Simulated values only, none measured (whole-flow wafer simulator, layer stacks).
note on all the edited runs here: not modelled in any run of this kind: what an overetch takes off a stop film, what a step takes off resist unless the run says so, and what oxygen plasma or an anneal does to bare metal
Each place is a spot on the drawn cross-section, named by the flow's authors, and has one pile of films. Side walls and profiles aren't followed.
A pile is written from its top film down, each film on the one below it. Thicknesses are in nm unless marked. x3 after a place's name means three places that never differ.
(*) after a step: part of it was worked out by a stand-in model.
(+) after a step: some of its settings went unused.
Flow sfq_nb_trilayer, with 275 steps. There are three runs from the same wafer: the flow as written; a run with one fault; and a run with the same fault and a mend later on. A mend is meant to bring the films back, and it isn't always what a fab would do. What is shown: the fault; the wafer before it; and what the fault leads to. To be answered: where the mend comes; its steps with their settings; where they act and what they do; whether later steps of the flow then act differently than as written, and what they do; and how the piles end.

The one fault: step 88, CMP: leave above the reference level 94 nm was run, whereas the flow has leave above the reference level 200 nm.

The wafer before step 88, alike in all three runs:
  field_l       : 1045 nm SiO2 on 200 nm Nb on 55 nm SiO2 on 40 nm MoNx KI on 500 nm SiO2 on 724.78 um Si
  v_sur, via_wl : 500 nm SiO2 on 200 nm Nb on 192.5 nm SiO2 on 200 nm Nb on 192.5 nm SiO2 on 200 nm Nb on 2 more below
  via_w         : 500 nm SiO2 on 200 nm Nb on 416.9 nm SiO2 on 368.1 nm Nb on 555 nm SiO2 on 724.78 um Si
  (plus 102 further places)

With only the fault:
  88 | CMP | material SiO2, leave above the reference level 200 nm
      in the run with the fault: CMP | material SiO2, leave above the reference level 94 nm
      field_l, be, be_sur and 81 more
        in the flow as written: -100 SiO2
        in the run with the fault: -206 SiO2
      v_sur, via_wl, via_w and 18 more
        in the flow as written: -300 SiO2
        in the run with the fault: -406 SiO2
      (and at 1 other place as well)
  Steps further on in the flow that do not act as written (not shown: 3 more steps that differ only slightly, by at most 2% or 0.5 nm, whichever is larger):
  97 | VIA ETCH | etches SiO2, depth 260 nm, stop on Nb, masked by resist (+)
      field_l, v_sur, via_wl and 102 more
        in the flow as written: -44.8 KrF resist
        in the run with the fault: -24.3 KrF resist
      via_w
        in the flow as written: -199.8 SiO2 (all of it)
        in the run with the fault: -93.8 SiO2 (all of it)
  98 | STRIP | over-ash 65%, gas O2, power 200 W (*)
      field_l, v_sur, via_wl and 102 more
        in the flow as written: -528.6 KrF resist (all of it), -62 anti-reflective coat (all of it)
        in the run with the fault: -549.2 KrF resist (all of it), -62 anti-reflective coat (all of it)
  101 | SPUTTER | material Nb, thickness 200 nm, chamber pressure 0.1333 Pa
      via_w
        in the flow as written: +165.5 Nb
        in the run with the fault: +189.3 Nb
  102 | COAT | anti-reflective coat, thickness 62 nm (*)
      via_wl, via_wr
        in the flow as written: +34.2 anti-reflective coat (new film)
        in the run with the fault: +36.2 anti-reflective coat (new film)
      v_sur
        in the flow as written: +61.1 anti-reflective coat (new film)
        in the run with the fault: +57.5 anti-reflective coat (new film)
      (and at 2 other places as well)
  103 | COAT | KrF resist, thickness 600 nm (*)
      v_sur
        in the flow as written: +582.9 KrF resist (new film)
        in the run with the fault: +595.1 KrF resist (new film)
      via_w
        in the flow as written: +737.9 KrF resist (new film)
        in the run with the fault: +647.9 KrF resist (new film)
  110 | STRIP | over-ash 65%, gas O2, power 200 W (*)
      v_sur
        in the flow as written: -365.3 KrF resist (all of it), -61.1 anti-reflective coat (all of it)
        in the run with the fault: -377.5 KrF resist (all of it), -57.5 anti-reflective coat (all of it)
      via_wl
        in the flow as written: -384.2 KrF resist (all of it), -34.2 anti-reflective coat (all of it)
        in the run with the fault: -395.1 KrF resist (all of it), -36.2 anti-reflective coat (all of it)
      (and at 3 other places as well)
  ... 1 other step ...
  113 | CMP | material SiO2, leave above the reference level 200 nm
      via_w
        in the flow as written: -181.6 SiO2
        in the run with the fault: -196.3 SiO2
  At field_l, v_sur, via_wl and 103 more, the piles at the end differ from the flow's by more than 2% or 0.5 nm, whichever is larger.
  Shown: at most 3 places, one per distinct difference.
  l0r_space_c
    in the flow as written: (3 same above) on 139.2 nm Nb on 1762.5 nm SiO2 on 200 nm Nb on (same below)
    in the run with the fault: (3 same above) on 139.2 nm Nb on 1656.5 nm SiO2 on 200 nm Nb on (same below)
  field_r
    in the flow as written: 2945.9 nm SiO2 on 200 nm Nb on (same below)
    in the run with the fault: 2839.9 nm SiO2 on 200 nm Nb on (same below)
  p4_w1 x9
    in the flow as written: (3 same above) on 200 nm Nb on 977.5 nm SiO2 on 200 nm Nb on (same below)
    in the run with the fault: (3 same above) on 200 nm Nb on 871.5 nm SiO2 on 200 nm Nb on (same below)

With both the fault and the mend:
  The mend follows step 89.
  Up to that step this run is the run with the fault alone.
  89a | PECVD | material SiO2, thickness 106 nm, 150 C, 23.56 s, RF power 183.3 W, pressure 2.4 Torr, precursor SiH4/N2O (the flow's step 87 again, with other settings)
      field_l, v_sur, via_wl and 103 more
        +106 SiO2
  Later steps of the flow that are run all act as written at every place that is followed.
  The piles end the same as the flow's at every place that both follow.
